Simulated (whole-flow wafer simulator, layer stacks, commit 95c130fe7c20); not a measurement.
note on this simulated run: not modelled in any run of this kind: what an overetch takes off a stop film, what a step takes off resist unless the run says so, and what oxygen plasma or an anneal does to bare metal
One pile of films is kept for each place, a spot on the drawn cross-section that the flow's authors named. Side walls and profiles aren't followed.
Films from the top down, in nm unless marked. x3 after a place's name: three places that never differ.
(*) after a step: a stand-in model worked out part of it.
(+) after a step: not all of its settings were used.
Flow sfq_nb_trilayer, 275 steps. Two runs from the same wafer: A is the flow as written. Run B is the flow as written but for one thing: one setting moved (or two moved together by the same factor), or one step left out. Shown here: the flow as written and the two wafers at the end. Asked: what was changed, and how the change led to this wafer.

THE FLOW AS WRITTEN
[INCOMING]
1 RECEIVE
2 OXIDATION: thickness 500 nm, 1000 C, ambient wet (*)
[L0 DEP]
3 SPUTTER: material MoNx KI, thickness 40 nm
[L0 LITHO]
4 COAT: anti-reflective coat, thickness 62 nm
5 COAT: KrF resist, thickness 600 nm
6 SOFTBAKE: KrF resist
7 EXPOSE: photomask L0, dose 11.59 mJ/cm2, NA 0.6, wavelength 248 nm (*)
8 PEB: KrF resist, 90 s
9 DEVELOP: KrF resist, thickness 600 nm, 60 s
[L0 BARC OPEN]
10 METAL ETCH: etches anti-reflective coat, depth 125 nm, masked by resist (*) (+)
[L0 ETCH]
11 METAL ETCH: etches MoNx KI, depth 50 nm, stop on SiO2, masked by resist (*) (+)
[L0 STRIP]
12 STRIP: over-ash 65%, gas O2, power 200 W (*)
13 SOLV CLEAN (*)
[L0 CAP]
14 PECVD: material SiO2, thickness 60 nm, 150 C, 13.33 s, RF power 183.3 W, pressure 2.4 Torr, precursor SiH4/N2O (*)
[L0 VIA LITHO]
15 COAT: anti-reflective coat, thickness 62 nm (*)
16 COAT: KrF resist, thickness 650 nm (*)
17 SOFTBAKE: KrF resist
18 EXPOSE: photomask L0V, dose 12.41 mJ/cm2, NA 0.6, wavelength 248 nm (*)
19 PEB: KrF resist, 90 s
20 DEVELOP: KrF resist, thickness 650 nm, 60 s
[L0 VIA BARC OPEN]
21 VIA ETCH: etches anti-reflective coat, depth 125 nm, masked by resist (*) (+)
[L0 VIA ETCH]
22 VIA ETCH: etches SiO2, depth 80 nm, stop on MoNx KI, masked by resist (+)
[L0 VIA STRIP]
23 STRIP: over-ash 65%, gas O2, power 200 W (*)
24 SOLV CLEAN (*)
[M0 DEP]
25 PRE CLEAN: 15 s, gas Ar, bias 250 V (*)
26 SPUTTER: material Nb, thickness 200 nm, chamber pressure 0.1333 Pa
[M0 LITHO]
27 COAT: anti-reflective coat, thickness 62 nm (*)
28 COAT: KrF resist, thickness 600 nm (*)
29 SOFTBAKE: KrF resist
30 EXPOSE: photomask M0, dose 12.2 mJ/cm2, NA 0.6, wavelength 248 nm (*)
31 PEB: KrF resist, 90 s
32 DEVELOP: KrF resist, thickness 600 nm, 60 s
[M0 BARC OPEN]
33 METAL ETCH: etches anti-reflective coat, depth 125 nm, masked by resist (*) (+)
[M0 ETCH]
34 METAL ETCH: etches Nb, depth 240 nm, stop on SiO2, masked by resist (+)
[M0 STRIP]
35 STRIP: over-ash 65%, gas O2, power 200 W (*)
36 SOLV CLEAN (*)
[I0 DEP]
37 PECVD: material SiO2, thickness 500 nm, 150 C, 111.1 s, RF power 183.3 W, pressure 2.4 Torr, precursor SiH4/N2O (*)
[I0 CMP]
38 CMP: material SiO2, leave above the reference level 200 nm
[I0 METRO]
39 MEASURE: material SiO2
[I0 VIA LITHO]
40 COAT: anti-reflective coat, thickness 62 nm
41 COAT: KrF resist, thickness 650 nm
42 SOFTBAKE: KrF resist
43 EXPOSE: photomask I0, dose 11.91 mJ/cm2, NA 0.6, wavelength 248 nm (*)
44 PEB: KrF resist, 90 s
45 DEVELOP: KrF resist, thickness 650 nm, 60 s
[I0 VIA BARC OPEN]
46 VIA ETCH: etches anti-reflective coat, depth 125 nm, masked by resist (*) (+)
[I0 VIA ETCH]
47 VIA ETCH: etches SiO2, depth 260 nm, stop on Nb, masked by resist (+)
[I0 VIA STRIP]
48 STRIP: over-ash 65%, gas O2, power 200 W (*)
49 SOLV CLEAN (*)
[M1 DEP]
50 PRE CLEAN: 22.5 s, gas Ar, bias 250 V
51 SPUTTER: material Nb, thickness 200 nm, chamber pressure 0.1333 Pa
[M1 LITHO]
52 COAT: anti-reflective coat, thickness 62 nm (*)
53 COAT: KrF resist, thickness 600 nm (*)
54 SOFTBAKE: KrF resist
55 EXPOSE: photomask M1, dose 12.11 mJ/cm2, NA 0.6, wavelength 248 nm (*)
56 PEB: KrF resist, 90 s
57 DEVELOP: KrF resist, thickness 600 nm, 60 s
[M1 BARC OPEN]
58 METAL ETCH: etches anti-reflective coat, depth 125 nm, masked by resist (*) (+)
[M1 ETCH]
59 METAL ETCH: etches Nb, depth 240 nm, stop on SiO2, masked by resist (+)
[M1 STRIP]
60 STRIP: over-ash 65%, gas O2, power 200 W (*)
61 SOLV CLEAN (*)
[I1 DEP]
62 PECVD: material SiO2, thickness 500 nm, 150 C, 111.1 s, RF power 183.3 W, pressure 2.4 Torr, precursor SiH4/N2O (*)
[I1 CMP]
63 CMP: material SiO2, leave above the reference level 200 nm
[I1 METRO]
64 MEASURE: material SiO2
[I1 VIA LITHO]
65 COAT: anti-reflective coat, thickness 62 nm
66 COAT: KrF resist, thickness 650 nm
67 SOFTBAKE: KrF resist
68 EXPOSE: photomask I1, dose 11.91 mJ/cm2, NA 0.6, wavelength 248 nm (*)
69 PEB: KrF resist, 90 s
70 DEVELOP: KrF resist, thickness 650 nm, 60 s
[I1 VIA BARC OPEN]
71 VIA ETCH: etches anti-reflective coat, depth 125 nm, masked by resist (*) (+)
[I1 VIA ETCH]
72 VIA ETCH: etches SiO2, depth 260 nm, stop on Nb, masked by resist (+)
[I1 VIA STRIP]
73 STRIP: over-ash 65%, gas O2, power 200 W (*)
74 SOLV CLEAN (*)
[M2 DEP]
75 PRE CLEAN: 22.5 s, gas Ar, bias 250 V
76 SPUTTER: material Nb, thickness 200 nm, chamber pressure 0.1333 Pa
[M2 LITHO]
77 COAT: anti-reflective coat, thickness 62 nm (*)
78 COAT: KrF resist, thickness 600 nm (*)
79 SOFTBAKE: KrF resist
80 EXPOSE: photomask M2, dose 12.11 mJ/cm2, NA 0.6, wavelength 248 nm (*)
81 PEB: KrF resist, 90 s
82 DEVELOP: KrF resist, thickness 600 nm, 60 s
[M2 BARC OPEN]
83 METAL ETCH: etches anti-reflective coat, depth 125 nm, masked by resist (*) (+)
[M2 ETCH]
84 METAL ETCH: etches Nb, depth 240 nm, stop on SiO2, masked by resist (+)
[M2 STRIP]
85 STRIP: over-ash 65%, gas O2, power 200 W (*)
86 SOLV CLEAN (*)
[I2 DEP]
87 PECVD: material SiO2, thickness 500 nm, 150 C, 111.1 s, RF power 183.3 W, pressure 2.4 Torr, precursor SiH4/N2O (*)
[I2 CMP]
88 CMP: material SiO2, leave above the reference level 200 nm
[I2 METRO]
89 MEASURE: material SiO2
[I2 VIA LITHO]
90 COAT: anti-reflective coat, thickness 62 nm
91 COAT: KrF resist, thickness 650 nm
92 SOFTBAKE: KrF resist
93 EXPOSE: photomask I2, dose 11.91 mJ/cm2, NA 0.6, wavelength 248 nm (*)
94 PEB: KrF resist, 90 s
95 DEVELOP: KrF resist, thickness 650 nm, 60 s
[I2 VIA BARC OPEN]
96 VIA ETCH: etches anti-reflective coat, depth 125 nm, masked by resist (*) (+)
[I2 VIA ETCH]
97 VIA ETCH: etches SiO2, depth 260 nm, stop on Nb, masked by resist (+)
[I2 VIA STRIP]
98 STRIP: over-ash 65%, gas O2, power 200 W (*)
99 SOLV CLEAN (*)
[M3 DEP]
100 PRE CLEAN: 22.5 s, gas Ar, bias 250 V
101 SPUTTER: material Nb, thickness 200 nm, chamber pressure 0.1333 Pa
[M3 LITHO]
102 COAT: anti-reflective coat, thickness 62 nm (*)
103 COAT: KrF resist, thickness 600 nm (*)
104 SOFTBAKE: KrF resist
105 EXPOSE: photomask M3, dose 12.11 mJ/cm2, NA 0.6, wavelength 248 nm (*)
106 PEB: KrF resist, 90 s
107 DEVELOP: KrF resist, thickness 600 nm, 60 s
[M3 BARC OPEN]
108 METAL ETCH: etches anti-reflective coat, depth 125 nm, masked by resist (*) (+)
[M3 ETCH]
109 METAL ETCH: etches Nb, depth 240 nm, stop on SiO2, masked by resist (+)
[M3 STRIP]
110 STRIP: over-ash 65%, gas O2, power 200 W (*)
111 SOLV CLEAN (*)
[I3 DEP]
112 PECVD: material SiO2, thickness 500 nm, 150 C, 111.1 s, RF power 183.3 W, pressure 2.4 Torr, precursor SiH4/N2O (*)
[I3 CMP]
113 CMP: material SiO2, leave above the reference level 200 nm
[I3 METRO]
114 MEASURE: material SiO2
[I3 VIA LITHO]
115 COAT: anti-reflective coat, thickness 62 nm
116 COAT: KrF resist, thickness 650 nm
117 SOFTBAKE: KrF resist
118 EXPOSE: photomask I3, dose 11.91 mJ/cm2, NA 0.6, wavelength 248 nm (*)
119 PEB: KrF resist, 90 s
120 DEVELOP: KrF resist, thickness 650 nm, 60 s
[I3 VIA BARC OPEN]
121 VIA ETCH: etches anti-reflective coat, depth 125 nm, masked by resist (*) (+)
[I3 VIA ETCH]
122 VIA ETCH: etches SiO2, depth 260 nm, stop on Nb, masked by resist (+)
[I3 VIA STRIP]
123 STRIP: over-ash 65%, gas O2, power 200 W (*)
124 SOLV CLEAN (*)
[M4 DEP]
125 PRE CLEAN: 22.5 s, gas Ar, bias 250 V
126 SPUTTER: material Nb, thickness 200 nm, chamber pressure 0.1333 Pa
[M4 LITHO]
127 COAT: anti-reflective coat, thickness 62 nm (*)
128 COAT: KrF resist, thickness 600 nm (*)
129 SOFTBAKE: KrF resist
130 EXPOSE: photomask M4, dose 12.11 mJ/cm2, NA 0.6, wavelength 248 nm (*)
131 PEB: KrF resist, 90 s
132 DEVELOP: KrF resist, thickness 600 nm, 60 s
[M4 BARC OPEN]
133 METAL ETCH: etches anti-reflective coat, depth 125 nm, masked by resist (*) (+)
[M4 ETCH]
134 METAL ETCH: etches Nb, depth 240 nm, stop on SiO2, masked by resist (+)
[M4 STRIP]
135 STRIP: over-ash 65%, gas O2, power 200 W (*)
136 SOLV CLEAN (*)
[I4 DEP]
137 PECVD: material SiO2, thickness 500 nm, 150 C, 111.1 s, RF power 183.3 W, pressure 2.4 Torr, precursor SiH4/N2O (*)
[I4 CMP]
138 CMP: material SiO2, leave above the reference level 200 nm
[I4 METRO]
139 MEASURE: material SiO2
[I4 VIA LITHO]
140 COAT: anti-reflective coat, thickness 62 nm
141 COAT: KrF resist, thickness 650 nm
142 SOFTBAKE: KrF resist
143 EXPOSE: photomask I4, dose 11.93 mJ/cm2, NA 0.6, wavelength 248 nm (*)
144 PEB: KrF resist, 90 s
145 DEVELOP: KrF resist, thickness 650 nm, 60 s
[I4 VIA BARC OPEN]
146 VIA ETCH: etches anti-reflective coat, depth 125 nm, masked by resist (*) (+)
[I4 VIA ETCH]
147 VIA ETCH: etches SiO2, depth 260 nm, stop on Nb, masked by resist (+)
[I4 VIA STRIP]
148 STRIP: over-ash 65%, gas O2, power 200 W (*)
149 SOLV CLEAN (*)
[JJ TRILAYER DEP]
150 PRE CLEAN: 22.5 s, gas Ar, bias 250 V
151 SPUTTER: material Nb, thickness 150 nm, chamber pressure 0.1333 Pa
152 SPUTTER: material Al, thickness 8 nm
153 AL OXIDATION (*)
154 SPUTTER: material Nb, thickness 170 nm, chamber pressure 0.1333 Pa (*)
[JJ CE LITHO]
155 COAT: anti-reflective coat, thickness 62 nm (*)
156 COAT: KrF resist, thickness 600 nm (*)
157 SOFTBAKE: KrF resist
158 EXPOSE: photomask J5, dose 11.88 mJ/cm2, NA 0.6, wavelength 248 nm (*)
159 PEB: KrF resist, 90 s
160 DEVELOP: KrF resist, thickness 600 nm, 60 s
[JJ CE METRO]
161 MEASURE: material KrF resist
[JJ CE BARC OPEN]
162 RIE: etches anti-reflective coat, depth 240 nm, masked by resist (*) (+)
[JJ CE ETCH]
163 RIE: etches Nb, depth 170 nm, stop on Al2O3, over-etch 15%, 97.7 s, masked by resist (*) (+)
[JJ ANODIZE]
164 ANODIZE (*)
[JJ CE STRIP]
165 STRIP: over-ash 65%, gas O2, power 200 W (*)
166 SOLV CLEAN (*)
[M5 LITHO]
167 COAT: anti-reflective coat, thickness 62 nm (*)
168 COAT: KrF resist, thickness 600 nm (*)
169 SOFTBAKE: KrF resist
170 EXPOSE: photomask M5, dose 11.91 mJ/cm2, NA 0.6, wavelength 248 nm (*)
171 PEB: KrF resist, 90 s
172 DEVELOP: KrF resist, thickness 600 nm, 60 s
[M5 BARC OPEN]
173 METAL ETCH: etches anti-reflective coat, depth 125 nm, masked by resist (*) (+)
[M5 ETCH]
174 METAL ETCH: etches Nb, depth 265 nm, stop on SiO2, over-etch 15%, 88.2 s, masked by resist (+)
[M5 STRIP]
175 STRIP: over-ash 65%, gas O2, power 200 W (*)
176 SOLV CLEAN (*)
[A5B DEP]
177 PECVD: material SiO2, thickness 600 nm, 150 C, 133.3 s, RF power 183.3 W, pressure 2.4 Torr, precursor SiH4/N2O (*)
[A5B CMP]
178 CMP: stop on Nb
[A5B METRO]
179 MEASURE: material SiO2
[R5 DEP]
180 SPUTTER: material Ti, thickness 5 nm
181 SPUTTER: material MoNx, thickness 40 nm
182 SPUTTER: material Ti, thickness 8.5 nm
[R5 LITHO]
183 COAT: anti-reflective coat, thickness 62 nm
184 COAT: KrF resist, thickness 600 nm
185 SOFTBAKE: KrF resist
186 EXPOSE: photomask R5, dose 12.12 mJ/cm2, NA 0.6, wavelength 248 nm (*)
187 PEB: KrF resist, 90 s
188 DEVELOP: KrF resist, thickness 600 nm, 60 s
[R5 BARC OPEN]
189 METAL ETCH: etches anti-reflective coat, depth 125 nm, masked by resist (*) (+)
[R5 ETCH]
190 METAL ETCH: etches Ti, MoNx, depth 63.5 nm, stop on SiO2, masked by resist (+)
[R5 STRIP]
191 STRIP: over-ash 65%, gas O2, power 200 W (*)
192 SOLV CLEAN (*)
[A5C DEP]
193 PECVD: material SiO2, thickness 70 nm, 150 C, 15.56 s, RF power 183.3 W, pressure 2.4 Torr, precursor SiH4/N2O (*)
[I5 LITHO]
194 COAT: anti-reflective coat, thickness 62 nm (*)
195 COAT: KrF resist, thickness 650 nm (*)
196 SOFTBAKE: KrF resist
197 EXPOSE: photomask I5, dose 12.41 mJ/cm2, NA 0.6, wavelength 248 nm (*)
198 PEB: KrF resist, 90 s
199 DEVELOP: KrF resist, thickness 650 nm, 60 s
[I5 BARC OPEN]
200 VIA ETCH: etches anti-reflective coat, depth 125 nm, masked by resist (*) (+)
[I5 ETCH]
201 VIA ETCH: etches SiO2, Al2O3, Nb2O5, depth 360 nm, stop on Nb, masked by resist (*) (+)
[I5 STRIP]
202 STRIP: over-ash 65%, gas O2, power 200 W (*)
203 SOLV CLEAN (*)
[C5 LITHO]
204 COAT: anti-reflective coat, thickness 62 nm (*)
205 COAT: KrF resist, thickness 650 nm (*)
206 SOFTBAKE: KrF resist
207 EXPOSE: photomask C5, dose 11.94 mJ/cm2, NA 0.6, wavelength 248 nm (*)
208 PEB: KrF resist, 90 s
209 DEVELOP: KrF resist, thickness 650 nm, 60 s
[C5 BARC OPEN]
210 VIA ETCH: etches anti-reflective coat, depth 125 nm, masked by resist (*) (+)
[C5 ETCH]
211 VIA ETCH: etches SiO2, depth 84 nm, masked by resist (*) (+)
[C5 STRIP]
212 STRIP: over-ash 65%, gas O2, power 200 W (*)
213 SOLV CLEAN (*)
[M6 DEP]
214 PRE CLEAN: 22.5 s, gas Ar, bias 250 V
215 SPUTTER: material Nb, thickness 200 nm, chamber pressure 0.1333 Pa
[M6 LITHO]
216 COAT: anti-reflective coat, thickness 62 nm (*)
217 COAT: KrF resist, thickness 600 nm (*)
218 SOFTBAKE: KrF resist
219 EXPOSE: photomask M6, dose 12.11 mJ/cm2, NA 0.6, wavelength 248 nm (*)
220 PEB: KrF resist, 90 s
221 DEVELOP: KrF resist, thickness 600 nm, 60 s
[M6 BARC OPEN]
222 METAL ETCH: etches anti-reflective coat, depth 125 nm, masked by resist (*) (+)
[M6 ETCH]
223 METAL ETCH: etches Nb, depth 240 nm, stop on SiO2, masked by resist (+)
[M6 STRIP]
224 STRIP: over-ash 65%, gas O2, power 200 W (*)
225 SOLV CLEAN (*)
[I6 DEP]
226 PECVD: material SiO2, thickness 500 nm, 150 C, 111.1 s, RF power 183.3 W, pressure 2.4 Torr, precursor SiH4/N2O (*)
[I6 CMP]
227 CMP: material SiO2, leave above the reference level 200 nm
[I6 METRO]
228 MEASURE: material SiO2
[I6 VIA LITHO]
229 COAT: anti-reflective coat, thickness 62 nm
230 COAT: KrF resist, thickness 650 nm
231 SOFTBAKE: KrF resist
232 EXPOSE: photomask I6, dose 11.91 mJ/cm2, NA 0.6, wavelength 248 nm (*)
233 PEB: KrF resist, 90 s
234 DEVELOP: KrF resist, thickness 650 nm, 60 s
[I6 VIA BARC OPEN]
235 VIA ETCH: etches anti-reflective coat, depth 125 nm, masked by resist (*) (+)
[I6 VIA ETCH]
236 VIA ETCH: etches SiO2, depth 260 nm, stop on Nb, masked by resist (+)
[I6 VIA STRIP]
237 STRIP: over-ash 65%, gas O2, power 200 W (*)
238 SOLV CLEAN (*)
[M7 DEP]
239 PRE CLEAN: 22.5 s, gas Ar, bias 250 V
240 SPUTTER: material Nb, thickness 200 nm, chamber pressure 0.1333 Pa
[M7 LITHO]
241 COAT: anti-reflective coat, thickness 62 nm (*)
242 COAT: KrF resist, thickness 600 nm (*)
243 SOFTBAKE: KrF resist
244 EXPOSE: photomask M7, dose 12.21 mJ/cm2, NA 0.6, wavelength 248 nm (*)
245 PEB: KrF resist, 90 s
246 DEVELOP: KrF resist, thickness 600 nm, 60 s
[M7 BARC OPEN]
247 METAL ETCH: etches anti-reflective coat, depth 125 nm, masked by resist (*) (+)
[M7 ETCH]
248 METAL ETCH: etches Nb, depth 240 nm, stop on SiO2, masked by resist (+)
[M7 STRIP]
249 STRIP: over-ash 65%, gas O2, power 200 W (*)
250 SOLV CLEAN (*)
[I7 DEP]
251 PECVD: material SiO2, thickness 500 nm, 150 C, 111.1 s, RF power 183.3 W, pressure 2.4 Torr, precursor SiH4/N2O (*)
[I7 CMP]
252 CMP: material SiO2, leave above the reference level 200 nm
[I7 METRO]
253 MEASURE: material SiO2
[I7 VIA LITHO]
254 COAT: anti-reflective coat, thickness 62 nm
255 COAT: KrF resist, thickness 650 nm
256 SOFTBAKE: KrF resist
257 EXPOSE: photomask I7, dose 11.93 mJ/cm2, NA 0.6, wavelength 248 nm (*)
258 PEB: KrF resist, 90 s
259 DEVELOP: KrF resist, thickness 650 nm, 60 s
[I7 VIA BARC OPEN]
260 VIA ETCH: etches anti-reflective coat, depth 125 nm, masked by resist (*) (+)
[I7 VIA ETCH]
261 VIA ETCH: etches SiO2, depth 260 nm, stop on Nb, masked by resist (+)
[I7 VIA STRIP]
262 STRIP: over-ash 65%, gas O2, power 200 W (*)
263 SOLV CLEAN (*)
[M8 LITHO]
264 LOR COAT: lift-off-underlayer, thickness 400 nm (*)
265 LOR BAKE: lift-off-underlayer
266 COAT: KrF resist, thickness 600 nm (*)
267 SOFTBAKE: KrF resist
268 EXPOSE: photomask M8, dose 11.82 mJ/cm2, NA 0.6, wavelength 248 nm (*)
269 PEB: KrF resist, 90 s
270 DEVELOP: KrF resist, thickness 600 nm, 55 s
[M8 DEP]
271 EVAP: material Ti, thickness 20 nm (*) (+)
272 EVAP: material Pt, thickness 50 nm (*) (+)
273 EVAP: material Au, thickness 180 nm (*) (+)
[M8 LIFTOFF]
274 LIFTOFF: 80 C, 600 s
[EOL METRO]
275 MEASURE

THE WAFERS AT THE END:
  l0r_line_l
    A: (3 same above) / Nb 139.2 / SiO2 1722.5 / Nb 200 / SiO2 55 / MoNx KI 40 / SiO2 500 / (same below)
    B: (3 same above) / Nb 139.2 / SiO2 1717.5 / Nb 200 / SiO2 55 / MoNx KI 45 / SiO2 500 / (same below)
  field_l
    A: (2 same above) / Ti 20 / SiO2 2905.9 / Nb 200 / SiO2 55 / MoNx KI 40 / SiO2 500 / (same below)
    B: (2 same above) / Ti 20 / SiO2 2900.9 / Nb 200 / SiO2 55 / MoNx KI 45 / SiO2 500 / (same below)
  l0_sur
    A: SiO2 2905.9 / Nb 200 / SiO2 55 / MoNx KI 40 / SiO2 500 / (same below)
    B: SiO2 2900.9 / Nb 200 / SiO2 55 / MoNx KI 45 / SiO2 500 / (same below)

The cause: step 3, SPUTTER: thickness 45 nm was run, where the flow has thickness 40 nm.
It can be read off the wafer: l0r_line_l has MoNx KI 45, and step 3 as written asks for 40 nm.

How the change led to this, step by step:
  3 SPUTTER: material MoNx KI, thickness 40 nm
      field_l, v_sur, via_wl and 103 more: A MoNx KI +40 (new film) | B MoNx KI +45 (new film)
  11 METAL ETCH: etches MoNx KI, depth 50 nm, stop on SiO2, masked by resist (*) (+)
      v_sur, via_wl, via_w and 97 more: A MoNx KI -40 (all of it) | B MoNx KI -45 (all of it)
  15 COAT: anti-reflective coat, thickness 62 nm (*)
      l0r_space_c: A anti-reflective coat +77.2 (new film) | B anti-reflective coat +79.1 (new film)
  23 STRIP: over-ash 65%, gas O2, power 200 W (*)
      l0r_space_c: A KrF resist -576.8 (all of it), anti-reflective coat -77.2 (all of it) | B KrF resist -579 (all of it), anti-reflective coat -79.1 (all of it)
  27 COAT: anti-reflective coat, thickness 62 nm (*)
      v_sur: A anti-reflective coat +72.3 (new film) | B anti-reflective coat +73.9 (new film)
      l0r_space_c: A anti-reflective coat +78 (new film) | B anti-reflective coat +80 (new film)
  35 STRIP: over-ash 65%, gas O2, power 200 W (*)
      v_sur: A KrF resist -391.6 (all of it), anti-reflective coat -72.3 (all of it) | B KrF resist -392.6 (all of it), anti-reflective coat -73.9 (all of it)
      l0r_space_c: A KrF resist -397.6 (all of it), anti-reflective coat -78 (all of it) | B KrF resist -399.5 (all of it), anti-reflective coat -80 (all of it)
